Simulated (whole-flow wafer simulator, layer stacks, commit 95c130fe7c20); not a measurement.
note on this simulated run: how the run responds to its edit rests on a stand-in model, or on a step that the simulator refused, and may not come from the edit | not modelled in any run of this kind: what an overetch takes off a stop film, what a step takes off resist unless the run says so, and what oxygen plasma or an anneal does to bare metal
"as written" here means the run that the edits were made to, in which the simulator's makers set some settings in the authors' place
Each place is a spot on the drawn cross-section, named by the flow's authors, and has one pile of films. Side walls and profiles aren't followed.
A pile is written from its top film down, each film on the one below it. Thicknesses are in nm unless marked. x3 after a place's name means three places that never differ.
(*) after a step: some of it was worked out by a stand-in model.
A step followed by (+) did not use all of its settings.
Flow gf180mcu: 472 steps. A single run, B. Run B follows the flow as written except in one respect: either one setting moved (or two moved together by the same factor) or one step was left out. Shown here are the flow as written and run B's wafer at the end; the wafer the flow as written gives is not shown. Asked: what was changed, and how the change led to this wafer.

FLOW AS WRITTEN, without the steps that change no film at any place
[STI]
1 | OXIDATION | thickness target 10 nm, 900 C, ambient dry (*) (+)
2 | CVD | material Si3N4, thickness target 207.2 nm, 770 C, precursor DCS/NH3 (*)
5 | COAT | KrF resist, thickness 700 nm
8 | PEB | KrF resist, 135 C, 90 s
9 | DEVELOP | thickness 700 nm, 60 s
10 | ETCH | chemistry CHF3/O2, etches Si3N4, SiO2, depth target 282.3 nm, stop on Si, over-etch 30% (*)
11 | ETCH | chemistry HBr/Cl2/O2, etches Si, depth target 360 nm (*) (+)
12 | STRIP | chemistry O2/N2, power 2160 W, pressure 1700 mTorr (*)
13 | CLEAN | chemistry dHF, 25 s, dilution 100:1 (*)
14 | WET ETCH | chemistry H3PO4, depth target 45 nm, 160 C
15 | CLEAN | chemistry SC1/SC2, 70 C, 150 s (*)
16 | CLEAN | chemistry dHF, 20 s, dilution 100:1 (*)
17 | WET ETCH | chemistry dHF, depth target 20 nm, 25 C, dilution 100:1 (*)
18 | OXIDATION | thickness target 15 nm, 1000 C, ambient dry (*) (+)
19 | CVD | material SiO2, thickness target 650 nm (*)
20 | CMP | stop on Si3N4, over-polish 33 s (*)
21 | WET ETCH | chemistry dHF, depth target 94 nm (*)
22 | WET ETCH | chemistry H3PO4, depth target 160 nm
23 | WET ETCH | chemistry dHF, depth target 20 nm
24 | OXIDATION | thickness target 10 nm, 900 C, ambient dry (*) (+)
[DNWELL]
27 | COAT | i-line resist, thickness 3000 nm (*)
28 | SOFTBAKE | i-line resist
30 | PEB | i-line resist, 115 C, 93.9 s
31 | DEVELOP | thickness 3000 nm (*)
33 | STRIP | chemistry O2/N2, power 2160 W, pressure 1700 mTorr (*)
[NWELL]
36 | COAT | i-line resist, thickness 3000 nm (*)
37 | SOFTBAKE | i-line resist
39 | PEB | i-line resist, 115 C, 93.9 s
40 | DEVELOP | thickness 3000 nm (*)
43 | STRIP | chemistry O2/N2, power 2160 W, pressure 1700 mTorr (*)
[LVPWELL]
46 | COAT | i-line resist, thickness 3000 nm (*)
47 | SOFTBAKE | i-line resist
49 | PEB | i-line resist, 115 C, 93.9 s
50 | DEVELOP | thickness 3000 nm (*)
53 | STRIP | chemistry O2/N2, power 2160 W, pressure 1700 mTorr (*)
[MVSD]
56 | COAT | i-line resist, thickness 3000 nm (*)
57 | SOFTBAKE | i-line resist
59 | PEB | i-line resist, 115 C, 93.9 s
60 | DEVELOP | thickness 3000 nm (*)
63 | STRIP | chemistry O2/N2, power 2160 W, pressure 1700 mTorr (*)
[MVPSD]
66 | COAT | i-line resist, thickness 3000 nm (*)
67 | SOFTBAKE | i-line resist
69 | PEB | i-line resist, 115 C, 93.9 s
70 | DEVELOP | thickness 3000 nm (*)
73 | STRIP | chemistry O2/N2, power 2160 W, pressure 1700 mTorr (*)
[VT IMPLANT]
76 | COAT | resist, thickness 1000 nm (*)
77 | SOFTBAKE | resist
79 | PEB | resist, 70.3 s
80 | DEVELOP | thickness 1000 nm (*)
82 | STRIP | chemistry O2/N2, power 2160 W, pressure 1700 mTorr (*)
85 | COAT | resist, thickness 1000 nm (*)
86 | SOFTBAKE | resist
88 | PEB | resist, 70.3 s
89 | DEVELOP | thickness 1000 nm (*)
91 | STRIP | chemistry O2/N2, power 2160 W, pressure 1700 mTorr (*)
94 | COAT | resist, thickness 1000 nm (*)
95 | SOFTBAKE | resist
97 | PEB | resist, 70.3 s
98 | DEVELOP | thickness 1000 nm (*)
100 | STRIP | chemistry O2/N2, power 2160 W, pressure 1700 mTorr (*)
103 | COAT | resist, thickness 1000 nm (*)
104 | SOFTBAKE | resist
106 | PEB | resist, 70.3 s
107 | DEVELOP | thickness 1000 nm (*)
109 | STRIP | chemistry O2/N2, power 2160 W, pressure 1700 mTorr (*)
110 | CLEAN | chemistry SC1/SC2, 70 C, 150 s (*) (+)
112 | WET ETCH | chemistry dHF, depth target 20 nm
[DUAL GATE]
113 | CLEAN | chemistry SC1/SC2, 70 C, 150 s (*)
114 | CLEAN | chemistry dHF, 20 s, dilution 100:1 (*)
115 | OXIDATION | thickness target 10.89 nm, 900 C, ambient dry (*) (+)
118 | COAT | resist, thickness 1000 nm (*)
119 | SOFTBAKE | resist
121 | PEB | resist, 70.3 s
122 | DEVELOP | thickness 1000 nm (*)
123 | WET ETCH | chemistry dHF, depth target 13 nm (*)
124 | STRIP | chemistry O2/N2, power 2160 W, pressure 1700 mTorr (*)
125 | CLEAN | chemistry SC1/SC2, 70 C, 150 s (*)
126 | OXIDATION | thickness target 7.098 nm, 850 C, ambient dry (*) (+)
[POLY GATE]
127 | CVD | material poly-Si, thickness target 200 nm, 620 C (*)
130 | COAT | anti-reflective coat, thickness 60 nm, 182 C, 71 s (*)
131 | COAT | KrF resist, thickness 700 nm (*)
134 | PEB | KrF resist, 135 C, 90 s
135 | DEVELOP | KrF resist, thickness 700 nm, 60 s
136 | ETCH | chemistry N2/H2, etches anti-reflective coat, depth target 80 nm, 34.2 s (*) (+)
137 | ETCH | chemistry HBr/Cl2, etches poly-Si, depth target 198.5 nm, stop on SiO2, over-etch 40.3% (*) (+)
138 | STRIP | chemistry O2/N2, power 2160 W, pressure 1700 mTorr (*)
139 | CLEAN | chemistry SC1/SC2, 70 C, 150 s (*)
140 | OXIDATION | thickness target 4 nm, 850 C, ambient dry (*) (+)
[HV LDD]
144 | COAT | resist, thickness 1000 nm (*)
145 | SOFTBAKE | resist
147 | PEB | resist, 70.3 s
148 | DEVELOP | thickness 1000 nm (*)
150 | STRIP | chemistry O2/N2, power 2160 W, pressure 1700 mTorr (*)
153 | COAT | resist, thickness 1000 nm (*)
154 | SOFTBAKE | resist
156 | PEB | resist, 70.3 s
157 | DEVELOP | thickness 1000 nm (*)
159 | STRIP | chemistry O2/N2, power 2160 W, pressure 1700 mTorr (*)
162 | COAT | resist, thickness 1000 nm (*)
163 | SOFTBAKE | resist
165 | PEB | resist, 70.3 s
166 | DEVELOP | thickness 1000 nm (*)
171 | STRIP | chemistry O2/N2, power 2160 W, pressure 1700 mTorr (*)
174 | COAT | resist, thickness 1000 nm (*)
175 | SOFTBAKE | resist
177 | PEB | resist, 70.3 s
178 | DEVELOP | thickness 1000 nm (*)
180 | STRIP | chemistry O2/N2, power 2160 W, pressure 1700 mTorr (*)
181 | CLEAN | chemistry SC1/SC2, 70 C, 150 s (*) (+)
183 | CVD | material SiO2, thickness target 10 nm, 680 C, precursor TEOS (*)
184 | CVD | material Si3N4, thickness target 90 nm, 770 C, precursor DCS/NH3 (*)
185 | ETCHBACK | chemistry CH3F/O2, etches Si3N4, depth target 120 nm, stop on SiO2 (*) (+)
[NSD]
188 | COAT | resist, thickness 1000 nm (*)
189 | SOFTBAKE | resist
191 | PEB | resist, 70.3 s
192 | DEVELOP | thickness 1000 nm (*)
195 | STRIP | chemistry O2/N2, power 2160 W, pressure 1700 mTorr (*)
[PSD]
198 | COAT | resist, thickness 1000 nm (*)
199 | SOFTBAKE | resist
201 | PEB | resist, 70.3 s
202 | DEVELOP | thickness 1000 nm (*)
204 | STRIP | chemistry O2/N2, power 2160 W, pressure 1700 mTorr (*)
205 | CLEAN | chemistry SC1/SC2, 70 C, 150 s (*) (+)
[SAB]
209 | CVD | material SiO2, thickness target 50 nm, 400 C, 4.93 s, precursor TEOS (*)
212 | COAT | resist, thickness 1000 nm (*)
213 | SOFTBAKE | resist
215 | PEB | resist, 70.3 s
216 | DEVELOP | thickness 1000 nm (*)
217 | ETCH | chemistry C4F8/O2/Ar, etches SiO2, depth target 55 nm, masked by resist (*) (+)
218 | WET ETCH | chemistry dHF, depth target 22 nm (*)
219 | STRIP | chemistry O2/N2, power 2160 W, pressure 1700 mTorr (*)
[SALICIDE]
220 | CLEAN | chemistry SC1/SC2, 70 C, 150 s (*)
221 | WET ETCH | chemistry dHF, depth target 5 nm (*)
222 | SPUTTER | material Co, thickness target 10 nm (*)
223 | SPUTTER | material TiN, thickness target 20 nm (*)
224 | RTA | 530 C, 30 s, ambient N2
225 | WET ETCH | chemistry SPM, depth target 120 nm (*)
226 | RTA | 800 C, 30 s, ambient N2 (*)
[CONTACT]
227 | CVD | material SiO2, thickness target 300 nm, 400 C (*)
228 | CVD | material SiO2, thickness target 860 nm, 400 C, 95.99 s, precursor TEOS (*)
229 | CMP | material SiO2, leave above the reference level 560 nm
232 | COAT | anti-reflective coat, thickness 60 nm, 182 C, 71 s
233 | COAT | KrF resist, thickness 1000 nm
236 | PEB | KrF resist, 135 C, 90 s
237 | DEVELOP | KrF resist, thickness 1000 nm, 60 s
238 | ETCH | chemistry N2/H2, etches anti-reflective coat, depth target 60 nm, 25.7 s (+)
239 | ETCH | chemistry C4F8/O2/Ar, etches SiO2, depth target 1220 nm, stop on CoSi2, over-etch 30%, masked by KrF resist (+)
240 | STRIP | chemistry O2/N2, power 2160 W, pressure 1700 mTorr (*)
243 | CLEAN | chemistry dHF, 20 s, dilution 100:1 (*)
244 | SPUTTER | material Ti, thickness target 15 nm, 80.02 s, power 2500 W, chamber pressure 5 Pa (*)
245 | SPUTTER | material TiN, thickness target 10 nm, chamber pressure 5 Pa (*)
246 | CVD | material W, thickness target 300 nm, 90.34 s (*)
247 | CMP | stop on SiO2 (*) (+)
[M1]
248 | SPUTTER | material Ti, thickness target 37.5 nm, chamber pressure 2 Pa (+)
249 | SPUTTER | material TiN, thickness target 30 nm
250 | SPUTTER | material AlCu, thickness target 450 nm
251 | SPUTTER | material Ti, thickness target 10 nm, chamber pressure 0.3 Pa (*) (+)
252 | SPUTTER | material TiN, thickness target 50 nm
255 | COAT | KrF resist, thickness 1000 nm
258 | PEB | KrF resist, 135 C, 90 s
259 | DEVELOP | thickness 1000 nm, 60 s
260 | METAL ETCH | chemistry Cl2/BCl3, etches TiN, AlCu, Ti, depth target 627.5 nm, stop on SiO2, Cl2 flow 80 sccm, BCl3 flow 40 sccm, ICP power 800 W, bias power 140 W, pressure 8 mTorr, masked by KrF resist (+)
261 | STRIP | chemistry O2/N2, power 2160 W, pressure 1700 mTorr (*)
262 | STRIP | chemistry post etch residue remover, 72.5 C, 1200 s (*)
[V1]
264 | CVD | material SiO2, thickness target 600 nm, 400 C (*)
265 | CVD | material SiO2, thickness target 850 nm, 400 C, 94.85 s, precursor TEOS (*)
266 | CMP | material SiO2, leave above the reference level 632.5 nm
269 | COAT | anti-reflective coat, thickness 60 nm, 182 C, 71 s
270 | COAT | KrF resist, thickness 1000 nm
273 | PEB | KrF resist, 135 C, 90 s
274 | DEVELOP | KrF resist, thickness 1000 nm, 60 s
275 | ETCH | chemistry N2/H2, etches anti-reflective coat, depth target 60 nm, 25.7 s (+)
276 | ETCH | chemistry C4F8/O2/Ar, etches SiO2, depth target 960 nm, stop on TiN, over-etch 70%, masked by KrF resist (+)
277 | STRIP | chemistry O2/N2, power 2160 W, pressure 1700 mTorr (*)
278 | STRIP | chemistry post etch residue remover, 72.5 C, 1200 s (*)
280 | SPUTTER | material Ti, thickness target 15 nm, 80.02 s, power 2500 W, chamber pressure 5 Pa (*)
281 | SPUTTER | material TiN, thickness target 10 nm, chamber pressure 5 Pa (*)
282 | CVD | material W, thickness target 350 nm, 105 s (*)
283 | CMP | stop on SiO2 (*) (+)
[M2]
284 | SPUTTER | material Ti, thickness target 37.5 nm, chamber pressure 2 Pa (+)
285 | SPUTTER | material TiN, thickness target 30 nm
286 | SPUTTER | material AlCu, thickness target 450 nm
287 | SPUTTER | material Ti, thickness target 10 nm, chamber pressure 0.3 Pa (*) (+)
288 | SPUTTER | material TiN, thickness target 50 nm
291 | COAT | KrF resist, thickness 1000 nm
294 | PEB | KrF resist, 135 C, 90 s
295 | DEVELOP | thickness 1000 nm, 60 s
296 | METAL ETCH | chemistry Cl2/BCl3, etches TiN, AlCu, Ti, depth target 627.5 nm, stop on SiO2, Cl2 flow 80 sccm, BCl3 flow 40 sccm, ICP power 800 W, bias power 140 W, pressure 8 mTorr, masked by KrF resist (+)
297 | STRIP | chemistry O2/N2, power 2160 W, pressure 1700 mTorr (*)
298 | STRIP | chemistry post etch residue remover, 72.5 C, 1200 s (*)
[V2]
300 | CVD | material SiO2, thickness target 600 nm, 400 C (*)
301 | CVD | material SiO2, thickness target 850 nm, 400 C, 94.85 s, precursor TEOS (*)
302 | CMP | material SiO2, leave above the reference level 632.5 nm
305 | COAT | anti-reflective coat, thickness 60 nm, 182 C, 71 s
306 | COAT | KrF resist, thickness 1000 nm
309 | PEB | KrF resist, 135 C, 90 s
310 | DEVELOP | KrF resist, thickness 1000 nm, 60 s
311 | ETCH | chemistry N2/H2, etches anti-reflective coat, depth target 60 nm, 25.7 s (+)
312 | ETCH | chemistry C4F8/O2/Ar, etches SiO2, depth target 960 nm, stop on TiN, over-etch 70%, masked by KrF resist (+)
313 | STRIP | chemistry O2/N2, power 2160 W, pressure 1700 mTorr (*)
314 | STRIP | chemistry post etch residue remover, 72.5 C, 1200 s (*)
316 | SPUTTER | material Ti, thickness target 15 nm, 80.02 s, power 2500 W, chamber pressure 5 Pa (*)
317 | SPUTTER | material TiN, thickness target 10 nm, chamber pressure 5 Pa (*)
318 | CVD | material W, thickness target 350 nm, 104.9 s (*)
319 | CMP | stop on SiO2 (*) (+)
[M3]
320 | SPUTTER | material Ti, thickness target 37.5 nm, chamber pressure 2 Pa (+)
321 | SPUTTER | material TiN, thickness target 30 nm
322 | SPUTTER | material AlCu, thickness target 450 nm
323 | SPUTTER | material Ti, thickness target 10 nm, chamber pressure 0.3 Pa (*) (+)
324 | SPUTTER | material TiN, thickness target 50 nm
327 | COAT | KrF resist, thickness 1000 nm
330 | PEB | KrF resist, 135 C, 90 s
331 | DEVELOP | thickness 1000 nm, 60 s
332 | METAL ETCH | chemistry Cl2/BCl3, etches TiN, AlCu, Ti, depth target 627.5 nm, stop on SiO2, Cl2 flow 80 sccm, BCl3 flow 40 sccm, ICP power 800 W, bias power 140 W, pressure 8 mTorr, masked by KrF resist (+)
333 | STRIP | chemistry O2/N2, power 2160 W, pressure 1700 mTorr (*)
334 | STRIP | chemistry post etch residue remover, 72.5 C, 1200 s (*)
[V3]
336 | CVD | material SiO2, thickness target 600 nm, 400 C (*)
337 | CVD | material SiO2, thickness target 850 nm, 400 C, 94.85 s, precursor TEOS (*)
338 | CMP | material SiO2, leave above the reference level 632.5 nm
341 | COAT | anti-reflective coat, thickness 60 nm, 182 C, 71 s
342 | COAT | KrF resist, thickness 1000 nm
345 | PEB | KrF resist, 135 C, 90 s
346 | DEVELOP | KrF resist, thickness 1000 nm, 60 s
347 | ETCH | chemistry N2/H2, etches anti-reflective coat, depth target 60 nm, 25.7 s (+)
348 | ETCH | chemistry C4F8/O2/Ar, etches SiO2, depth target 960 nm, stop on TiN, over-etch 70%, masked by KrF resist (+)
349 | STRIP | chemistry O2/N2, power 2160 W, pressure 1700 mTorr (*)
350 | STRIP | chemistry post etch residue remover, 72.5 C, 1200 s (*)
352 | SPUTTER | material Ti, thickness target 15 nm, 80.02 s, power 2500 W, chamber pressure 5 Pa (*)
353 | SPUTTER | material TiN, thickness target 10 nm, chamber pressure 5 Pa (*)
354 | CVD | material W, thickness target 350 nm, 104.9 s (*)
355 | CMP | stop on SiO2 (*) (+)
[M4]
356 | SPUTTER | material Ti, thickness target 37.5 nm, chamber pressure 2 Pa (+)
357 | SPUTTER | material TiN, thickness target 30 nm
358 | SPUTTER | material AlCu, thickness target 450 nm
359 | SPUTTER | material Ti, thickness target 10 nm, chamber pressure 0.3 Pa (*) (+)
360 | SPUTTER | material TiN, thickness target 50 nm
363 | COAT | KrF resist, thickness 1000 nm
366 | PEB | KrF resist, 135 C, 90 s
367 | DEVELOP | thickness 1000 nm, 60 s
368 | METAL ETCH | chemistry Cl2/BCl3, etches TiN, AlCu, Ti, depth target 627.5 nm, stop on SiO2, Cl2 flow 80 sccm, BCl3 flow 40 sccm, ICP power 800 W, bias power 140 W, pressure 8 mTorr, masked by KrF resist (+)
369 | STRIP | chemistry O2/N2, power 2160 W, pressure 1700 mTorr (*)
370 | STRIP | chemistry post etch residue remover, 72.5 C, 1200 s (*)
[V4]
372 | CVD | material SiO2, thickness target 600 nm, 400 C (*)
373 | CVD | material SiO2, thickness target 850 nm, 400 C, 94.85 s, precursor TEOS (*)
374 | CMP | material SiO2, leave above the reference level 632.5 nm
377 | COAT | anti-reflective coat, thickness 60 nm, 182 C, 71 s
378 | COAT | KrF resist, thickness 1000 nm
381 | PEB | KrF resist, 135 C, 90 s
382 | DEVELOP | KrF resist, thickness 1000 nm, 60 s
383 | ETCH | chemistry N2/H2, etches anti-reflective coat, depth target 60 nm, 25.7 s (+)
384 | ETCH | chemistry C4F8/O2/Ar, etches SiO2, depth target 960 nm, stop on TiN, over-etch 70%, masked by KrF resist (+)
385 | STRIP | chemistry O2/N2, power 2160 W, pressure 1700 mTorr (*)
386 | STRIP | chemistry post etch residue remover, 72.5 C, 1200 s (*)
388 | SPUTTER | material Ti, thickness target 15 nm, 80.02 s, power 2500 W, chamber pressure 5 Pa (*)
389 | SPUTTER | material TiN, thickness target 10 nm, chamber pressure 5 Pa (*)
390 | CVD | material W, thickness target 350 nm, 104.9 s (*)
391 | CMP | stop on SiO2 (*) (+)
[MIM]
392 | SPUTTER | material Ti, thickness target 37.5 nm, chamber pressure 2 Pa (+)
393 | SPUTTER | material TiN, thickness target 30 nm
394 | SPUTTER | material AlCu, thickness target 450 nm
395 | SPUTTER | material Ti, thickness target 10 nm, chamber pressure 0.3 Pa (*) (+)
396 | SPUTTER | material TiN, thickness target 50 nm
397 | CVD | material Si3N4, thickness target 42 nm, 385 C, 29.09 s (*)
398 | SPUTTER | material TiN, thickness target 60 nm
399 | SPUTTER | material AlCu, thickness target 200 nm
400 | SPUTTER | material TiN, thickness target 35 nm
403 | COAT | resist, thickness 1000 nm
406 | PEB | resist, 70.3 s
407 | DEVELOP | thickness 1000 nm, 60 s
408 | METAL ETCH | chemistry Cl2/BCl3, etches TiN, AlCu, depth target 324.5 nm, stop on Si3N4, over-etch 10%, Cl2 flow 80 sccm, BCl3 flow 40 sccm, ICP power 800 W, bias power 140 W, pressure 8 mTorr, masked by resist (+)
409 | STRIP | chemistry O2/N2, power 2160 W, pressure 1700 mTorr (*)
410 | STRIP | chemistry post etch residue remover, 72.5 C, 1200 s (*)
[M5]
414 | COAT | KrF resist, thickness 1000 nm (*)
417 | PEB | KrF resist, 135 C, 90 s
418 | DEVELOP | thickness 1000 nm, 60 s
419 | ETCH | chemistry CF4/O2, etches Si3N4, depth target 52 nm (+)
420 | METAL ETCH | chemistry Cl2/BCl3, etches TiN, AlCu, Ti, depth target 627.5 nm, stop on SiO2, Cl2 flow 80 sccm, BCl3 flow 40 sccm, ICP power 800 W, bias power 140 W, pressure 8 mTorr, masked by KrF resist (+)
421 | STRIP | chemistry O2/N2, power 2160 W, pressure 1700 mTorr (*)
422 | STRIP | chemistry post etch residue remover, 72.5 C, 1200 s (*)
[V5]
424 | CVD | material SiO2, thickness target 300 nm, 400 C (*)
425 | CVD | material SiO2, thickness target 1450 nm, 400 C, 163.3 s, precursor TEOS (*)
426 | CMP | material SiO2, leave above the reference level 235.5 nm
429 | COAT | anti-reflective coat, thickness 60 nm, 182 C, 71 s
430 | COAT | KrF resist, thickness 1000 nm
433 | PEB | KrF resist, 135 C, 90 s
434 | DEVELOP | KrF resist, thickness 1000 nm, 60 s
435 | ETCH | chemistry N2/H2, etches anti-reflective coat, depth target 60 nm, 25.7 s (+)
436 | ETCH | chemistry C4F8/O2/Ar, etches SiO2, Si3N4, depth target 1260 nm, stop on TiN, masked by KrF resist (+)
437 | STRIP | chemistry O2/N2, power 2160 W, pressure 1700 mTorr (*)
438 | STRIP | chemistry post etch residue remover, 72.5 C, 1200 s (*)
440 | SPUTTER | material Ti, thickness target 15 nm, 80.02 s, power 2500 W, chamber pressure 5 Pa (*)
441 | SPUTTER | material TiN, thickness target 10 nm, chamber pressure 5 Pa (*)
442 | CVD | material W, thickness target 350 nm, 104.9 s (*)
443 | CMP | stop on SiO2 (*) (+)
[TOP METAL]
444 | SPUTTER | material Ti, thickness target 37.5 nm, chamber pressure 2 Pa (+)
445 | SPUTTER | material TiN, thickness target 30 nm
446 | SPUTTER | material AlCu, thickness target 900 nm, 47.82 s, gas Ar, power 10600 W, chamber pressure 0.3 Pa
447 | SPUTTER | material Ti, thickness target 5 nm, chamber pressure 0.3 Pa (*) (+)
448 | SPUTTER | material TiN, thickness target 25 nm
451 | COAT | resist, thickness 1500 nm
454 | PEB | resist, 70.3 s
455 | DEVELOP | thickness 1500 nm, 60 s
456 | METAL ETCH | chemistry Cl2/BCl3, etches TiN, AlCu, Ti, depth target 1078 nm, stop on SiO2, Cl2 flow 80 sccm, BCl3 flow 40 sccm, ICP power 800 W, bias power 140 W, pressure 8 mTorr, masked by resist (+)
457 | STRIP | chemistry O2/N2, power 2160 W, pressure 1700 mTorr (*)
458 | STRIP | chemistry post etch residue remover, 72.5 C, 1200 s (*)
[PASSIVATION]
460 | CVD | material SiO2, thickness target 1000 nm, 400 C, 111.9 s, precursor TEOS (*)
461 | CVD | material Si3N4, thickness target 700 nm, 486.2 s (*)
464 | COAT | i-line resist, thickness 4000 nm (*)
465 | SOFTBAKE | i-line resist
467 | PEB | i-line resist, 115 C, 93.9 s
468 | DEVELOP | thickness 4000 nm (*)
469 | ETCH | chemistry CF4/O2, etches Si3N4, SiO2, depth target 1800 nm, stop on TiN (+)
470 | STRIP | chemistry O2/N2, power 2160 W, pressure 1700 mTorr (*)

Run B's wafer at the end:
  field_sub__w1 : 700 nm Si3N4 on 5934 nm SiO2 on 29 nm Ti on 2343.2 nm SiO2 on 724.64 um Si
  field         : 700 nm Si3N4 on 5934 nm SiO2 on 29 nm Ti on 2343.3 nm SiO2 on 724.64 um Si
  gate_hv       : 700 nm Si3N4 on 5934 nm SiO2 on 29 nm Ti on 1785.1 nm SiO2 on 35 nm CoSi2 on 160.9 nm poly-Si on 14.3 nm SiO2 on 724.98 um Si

What caused this: step 286, SPUTTER: thickness target 529 nm was run, though the flow has thickness target 450 nm.

How this came from the change, step by step:
  286 | SPUTTER | material AlCu, thickness target 450 nm
      field, field__w1, field__w2 and 108 more: AlCu gains 529 (new film) (as written it would have been: AlCu gains 450 (new film))
  296 | METAL ETCH | chemistry Cl2/BCl3, etches TiN, AlCu, Ti, depth target 627.5 nm, stop on SiO2, Cl2 flow 80 sccm, BCl3 flow 40 sccm, ICP power 800 W, bias power 140 W, pressure 8 mTorr, masked by KrF resist (+)
      field, field__w1, field__w2 and 103 more: TiN loses 50 (all of it), Ti loses 10 (all of it), AlCu loses 529 (all of it), TiN loses 30 (all of it), Ti loses 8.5 (as written it would have been: TiN loses 50 (all of it), Ti loses 10 (all of it), AlCu loses 450 (all of it), TiN loses 30 (all of it), Ti loses 37.5 (all of it))
  300 | CVD | material SiO2, thickness target 600 nm, 400 C (*)
      field, field__w1, field__w2 and 103 more: SiO2 gains 600 (new film) (as written it would have been: SiO2 gains 600)
  302 | CMP | material SiO2, leave above the reference level 632.5 nm
      field, field__w1, field__w2 and 103 more: SiO2 loses 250 (as written it would have been: SiO2 loses 300)
If metal films that touch count as one body, field_sub__w1 has 1 body; the flow as written gives 0 bodies.
If metal films that touch count as one body, field has 1 body; the flow as written gives 0 bodies.
If metal films that touch count as one body, gate_hv has 2 bodies (between them, from the top down: SiO2 1785.1); the flow as written gives 1 body.
